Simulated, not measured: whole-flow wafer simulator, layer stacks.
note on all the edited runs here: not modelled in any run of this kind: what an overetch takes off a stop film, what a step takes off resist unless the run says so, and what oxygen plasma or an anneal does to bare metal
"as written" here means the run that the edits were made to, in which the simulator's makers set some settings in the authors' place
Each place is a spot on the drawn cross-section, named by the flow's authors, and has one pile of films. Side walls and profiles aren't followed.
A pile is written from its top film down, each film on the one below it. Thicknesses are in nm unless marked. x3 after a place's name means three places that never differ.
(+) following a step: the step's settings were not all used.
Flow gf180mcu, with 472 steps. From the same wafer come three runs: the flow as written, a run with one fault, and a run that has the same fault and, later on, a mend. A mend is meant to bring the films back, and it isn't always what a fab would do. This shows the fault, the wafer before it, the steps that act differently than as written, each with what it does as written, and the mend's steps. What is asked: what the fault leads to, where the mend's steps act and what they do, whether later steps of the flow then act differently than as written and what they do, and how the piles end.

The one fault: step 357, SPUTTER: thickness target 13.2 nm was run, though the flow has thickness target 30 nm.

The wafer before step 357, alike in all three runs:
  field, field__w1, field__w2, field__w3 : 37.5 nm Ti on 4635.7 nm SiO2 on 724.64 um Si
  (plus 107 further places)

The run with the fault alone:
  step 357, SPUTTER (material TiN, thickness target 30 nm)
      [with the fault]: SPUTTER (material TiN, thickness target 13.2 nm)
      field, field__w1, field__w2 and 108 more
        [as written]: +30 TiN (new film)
        [with the fault]: +13.2 TiN (new film)
  Steps later in the flow that act otherwise than as written:
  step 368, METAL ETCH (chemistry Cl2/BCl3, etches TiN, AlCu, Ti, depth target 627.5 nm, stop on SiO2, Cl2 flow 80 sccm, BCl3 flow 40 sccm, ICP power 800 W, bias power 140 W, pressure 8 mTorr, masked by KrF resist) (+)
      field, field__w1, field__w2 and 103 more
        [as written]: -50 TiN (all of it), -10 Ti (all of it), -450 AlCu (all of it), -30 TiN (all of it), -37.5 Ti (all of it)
        [with the fault]: -50 TiN (all of it), -10 Ti (all of it), -450 AlCu (all of it), -13.2 TiN (all of it), -37.5 Ti (all of it)
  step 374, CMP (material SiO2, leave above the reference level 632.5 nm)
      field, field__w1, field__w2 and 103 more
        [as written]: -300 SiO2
        [with the fault]: -316.8 SiO2
  By the end, the piles at field__w8, contact, m1, m1__w1, m1_nw depart from the flow's by more than 2% or 0.5 nm, whichever is larger.
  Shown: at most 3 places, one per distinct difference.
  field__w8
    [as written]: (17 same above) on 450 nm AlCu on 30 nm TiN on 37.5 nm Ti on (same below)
    [with the fault]: (17 same above) on 450 nm AlCu on 13.2 nm TiN on 37.5 nm Ti on (same below)
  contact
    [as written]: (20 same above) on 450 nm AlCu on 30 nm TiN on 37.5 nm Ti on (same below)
    [with the fault]: (20 same above) on 450 nm AlCu on 13.2 nm TiN on 37.5 nm Ti on (same below)

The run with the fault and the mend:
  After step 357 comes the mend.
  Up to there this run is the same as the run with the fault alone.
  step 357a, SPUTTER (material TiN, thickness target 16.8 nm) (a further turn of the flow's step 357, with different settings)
      field, field__w1, field__w2 and 108 more
        +16.8 TiN
  Every later step of the flow that is run acts as written at every place that is followed.
  By the end, the piles equal the flow's at every place that both follow.
